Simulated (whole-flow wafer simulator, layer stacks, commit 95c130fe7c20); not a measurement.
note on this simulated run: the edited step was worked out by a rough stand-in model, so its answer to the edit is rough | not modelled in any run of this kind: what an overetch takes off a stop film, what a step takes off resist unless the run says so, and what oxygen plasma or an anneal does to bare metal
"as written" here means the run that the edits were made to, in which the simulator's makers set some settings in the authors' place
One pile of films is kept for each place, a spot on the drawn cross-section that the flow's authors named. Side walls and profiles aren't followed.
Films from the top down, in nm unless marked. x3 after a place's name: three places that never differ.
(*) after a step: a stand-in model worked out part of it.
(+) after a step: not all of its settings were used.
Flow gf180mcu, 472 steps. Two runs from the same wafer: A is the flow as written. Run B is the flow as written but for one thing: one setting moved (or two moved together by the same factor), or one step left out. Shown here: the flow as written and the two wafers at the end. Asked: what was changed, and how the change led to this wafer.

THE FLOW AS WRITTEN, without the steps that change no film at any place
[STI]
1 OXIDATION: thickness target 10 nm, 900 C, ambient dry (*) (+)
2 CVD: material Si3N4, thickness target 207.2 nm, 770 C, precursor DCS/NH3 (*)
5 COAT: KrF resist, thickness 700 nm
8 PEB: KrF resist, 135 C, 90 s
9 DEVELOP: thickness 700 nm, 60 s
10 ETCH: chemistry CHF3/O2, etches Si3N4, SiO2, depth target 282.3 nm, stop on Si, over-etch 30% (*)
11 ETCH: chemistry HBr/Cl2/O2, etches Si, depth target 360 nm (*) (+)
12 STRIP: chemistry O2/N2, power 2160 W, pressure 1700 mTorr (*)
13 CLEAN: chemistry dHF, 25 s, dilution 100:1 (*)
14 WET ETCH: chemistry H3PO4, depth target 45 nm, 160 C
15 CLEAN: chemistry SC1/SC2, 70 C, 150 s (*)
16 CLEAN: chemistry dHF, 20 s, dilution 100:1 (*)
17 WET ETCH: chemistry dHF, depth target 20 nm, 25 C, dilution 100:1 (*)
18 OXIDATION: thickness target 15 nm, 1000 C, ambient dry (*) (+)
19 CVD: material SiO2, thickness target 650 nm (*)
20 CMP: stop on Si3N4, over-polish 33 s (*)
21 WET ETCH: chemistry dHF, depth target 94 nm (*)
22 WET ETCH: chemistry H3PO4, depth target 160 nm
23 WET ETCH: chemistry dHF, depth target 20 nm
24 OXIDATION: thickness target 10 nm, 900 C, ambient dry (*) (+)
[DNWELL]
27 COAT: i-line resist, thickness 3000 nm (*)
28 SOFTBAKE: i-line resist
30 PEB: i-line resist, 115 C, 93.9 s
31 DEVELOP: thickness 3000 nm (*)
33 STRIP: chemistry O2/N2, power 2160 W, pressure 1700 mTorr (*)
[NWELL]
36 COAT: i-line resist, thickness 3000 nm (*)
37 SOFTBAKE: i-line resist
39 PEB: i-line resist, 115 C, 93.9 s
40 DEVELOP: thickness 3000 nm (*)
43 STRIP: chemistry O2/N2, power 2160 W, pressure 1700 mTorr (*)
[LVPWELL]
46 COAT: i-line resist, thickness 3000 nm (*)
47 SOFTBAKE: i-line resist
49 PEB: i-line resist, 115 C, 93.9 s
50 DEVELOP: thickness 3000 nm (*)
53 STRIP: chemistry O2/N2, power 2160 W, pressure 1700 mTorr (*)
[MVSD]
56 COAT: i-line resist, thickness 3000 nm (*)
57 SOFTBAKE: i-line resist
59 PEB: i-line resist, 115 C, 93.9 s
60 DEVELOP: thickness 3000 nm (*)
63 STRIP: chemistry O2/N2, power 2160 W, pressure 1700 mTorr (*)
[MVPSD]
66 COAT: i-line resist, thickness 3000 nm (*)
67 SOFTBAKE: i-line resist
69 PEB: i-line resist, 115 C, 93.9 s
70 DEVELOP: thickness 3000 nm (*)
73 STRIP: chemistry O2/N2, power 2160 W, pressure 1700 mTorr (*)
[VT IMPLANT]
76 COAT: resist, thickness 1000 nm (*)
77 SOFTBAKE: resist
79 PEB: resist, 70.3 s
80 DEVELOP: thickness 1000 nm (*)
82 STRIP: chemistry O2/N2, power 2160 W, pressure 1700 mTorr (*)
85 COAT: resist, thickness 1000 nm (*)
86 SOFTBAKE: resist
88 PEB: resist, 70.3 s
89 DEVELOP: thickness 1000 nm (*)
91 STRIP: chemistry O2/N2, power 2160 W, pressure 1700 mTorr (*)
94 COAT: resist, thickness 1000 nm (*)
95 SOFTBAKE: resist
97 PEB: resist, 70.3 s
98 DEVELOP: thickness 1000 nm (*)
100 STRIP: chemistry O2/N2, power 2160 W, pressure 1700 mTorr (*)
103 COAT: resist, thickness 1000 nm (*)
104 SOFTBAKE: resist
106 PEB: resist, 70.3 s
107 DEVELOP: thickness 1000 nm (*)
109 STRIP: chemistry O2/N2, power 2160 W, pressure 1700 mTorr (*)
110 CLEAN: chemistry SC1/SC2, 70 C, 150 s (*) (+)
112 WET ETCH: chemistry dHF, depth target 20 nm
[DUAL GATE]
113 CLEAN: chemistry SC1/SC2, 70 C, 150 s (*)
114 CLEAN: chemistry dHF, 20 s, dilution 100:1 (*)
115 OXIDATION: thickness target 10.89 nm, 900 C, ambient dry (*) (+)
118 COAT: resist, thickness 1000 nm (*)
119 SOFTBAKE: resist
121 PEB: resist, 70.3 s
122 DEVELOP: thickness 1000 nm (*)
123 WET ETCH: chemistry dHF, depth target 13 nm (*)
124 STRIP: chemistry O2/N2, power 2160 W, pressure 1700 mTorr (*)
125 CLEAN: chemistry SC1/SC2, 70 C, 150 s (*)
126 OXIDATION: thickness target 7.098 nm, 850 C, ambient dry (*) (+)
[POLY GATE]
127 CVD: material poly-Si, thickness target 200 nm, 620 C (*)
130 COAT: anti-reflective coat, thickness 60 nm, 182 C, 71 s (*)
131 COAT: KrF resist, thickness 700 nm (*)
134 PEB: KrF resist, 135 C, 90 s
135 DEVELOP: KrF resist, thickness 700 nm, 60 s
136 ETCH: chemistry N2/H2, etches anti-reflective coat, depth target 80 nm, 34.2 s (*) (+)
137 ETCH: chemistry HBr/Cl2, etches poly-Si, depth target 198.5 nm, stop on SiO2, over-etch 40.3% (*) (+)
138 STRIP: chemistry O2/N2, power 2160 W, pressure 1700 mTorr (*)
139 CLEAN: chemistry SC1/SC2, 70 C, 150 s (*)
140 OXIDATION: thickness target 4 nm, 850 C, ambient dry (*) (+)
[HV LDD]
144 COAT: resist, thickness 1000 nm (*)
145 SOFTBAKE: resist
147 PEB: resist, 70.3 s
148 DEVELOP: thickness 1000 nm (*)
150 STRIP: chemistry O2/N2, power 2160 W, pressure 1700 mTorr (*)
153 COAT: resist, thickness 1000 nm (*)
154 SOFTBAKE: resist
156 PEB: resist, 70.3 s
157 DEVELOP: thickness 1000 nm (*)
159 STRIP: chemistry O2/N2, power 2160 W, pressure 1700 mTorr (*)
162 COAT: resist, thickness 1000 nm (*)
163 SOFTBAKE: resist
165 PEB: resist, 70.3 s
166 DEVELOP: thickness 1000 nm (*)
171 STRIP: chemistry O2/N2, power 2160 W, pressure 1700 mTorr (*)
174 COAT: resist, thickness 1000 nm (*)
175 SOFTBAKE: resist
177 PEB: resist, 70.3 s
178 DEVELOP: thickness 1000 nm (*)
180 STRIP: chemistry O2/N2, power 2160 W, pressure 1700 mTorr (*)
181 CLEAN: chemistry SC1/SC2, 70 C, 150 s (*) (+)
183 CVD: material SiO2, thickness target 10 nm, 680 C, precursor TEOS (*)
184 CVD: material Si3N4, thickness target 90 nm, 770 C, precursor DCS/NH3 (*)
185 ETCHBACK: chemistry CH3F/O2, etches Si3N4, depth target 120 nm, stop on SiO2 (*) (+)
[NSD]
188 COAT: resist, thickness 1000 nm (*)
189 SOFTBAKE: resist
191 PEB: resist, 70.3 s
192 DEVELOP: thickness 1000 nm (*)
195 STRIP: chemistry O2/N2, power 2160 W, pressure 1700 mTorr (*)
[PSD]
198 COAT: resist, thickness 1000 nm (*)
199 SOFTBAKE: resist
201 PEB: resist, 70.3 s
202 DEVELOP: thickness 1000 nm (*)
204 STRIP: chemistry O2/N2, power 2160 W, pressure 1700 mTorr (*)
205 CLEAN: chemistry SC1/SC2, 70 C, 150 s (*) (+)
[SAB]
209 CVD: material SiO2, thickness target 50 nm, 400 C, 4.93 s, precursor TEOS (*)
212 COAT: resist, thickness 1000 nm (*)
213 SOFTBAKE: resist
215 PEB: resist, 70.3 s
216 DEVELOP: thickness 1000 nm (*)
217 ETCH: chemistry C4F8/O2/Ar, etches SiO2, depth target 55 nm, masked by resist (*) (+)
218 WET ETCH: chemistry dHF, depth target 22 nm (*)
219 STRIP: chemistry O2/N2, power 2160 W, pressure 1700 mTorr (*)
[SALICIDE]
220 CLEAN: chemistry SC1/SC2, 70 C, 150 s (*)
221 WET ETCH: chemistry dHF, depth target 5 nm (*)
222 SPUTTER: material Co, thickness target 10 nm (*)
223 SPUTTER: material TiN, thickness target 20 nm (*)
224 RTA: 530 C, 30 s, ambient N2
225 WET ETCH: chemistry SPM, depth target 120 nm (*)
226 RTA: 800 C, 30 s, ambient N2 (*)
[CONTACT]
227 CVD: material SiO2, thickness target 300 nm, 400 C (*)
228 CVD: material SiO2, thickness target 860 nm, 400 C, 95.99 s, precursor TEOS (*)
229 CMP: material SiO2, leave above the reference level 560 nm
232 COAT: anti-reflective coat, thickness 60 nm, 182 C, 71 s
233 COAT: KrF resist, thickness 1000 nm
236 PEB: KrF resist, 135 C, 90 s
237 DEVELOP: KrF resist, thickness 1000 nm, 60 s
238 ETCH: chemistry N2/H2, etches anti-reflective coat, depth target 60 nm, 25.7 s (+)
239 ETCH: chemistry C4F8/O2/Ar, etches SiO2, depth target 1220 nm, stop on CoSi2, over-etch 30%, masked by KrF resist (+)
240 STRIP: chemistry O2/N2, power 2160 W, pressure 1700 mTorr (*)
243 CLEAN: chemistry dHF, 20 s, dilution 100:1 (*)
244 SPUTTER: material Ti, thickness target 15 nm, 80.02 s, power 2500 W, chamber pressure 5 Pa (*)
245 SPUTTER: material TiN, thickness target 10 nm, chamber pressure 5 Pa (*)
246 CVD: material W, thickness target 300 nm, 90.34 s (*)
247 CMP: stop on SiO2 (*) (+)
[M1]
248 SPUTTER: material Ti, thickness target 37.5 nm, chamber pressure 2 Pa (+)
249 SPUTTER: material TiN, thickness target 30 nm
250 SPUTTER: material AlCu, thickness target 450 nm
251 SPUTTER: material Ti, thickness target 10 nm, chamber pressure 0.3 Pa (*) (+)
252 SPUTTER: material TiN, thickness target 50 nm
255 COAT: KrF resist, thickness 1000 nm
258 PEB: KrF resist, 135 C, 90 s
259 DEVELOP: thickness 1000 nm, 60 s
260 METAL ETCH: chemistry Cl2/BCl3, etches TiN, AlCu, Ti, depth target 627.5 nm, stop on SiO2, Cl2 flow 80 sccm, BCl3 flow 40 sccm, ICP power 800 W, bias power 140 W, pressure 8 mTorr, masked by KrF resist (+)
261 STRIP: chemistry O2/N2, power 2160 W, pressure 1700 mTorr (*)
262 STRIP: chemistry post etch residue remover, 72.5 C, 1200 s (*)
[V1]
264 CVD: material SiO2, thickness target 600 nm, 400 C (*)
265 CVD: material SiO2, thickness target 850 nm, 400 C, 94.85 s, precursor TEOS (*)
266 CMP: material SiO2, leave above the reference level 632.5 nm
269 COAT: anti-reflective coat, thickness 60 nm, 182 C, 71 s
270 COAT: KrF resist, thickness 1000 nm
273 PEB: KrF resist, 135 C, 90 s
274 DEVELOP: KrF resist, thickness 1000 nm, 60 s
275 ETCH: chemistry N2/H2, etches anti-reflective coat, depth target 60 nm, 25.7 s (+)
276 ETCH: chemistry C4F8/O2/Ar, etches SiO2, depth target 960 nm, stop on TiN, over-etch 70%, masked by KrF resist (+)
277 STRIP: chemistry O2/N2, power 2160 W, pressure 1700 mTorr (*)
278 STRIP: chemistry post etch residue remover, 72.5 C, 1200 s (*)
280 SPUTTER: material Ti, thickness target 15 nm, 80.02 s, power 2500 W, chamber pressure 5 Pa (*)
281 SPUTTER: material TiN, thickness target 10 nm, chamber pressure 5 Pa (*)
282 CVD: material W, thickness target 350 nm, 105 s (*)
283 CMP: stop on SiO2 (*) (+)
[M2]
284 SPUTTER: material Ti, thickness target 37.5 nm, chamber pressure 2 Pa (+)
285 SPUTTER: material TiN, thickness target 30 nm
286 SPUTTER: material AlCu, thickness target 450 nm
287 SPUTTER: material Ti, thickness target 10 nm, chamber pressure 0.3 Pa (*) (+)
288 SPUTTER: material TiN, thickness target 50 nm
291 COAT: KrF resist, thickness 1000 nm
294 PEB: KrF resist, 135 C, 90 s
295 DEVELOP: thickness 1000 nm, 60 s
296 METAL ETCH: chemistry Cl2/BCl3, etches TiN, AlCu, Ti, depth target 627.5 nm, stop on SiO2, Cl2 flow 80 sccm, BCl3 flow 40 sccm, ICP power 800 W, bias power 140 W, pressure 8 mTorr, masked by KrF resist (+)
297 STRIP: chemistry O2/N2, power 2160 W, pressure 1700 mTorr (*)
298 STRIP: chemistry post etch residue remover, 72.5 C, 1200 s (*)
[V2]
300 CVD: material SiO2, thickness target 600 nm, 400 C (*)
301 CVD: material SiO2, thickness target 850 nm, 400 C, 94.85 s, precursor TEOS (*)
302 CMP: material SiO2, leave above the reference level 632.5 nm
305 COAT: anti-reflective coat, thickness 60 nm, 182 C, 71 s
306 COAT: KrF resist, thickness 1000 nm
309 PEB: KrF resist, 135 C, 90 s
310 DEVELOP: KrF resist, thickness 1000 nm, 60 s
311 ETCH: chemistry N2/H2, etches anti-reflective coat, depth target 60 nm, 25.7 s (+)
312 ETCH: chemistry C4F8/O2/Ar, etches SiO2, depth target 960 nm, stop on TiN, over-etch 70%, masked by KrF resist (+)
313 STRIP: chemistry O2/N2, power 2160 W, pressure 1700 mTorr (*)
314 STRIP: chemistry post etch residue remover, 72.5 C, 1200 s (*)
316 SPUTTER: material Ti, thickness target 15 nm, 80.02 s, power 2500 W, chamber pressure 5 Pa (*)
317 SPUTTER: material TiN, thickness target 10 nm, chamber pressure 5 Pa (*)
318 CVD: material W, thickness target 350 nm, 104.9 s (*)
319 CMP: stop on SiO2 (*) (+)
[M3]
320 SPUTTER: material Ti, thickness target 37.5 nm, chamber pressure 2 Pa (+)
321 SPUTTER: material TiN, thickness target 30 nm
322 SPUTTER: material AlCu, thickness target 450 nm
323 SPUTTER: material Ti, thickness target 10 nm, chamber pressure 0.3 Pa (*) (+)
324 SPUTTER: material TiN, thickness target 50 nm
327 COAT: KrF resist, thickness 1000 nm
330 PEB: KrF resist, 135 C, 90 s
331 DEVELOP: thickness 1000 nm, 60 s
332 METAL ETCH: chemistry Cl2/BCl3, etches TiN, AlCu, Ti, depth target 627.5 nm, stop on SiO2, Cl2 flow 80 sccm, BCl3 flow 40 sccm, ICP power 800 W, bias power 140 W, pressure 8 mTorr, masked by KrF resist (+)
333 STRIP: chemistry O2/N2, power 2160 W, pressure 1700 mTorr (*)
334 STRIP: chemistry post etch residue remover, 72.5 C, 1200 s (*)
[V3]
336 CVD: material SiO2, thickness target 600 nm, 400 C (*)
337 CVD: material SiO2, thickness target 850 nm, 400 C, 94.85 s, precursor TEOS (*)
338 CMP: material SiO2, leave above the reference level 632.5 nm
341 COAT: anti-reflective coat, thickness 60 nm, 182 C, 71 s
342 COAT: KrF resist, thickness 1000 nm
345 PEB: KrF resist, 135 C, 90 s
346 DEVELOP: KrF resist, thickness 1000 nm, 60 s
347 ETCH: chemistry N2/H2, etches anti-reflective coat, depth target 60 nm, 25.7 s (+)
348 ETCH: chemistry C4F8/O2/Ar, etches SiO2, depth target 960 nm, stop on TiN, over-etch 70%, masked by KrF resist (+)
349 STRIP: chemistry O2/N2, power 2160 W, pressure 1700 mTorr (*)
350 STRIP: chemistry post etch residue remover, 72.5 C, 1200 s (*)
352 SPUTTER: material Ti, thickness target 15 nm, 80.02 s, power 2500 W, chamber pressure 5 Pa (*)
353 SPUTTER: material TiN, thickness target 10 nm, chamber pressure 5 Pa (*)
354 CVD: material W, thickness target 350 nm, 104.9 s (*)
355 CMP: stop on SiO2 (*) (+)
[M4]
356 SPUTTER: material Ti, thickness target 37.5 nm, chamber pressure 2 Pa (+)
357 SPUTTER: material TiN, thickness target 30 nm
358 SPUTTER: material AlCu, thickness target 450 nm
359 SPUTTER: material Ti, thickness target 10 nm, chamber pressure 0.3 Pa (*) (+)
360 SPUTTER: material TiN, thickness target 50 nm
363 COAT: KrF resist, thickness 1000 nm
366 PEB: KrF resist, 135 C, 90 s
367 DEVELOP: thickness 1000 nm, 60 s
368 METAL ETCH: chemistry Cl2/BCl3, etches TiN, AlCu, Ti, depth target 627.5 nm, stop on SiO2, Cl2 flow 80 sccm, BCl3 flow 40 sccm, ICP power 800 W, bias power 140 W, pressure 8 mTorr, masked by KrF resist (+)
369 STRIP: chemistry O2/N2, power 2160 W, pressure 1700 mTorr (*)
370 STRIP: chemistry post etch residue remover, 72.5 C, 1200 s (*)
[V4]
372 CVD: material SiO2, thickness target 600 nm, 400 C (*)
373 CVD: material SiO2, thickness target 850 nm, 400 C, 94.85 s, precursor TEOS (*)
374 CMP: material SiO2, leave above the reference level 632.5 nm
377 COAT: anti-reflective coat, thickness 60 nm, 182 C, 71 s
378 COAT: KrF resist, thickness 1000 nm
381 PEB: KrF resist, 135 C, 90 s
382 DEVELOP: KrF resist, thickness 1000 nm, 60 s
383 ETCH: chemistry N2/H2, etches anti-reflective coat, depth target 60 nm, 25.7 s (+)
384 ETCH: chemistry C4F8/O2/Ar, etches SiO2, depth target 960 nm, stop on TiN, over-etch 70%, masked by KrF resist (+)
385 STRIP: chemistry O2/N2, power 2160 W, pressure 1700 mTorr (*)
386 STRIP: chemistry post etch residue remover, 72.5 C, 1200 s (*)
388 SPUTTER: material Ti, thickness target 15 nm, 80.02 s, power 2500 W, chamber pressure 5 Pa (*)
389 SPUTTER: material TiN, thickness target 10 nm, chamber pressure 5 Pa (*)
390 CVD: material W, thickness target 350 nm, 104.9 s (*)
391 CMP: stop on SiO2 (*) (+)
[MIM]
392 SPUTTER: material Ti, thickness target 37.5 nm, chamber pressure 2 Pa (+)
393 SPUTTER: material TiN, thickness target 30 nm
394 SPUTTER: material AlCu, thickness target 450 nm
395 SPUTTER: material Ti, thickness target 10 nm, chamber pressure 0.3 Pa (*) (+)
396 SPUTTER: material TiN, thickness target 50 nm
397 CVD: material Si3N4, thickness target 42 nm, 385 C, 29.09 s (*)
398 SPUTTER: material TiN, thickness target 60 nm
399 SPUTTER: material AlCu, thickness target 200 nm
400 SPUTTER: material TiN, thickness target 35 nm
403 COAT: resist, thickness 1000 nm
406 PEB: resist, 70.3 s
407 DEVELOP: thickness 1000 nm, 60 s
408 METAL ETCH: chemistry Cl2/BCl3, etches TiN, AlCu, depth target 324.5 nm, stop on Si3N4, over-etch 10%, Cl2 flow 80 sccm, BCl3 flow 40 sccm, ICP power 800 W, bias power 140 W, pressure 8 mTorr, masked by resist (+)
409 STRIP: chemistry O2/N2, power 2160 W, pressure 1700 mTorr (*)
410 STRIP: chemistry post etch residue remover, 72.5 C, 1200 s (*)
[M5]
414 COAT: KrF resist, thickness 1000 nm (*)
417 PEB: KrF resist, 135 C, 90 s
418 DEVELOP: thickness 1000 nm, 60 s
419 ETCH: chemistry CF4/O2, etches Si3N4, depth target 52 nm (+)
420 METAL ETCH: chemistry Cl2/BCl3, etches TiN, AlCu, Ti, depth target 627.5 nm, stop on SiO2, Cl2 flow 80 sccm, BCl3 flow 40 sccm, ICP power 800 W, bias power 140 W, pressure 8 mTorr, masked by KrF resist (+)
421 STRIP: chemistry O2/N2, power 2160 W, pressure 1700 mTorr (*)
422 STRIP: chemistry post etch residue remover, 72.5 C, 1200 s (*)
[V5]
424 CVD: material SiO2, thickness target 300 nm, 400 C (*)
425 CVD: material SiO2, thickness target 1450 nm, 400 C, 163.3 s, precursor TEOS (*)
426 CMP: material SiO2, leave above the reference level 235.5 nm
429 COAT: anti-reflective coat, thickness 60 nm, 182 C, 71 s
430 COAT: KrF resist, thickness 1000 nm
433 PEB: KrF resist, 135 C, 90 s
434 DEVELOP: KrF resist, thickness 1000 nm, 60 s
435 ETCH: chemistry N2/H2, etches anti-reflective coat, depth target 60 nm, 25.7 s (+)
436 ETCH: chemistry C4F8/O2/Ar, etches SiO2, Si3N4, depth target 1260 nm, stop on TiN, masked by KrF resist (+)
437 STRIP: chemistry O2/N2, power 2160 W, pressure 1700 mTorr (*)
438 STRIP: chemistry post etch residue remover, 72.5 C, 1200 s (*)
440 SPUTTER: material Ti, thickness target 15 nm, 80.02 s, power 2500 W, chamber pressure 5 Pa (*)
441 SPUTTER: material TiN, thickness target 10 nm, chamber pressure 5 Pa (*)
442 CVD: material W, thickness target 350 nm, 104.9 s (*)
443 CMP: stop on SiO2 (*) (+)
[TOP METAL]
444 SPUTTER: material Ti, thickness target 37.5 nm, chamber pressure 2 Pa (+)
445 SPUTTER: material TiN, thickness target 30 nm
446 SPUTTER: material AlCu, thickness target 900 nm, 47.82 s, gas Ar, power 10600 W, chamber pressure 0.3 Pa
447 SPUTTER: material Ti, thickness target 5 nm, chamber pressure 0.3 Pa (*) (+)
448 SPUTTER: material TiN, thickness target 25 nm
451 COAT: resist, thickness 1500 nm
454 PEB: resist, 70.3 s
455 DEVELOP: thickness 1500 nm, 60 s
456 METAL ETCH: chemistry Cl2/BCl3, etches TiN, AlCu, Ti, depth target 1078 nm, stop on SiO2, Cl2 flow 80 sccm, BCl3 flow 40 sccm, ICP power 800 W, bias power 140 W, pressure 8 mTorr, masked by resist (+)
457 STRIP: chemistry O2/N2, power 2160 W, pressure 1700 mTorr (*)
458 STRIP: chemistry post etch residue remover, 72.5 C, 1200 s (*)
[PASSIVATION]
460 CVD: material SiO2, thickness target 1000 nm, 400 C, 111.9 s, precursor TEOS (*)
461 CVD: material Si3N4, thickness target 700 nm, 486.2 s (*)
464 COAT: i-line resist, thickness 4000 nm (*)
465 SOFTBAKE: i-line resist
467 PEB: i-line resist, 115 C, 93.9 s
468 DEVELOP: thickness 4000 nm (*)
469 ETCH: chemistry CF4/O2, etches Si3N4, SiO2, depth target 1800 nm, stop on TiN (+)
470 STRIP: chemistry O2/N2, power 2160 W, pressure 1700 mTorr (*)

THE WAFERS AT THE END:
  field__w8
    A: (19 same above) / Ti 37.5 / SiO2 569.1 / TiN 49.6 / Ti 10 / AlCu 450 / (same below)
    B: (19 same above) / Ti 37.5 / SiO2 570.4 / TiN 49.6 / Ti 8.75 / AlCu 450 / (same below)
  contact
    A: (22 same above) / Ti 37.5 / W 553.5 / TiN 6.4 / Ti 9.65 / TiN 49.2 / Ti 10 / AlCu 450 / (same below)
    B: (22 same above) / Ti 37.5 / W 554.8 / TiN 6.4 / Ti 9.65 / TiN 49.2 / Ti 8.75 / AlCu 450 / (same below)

The cause: step 323, SPUTTER: thickness target 8.75 nm was run, where the flow has thickness target 10 nm.
It can be read off the wafer: field__w8 has Ti 8.75, and step 323 as written asks for 10 nm.

How the change led to this, step by step:
  323 SPUTTER: material Ti, thickness target 10 nm, chamber pressure 0.3 Pa (*) (+)
      field, field__w1, field__w2 and 108 more: A Ti +10 (new film) | B Ti +8.75 (new film)
  332 METAL ETCH: chemistry Cl2/BCl3, etches TiN, AlCu, Ti, depth target 627.5 nm, stop on SiO2, Cl2 flow 80 sccm, BCl3 flow 40 sccm, ICP power 800 W, bias power 140 W, pressure 8 mTorr, masked by KrF resist (+)
      field, field__w1, field__w2 and 103 more: A TiN -50 (all of it), Ti -10 (all of it), AlCu -450 (all of it), TiN -30 (all of it), Ti -37.5 (all of it) | B TiN -50 (all of it), Ti -8.75 (all of it), AlCu -450 (all of it), TiN -30 (all of it), Ti -37.5 (all of it)
